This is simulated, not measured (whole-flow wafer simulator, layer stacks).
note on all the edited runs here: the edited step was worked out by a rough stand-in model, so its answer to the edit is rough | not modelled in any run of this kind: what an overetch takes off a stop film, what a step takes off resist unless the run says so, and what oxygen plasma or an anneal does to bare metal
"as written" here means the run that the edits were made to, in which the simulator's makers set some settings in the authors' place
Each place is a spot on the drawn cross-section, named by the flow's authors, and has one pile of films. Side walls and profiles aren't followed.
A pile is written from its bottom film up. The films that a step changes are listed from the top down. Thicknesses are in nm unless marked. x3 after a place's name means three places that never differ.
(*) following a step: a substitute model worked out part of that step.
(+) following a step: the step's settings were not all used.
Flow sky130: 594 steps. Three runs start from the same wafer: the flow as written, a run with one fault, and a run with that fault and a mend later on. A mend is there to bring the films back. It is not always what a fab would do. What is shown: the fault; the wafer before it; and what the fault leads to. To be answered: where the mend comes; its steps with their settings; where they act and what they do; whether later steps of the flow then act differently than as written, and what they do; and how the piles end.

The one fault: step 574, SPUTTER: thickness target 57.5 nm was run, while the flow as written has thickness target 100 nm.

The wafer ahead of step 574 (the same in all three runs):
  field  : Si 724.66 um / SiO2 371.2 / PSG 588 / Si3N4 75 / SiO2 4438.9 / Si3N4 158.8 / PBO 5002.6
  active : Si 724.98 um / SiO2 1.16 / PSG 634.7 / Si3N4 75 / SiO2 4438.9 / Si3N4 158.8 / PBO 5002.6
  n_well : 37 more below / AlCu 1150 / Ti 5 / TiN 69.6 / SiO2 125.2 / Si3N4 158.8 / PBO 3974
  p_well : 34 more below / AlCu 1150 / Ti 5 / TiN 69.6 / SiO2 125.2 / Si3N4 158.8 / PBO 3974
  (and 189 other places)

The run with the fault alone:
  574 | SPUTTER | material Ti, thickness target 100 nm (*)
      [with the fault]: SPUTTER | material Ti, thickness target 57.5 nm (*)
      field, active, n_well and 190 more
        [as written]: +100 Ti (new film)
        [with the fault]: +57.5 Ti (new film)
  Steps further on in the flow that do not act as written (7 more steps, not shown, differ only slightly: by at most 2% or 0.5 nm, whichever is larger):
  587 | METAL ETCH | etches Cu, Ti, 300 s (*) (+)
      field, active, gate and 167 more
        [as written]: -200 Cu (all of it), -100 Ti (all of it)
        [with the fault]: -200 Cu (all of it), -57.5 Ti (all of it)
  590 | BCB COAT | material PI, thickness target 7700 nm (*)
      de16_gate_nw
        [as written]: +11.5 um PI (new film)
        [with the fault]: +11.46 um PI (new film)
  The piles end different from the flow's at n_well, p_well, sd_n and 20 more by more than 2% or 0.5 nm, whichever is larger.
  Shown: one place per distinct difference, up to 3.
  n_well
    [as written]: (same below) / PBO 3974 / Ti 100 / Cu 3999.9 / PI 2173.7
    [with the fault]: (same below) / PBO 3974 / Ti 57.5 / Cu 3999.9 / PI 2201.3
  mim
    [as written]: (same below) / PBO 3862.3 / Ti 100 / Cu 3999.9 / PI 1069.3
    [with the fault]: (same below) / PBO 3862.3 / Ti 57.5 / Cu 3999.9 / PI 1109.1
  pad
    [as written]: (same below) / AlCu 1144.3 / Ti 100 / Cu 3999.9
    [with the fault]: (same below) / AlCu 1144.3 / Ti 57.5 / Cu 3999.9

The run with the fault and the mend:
  After step 574 comes the mend.
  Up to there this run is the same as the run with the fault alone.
  574a | SPUTTER | material Ti, thickness target 42.5 nm (*) (a further turn of the flow's step 574, with different settings)
      field, active, n_well and 190 more
        +42.5 Ti
  Later steps of the flow that are run all act as written at every place that is followed.
  By the end, the piles equal the flow's at every place that both follow.
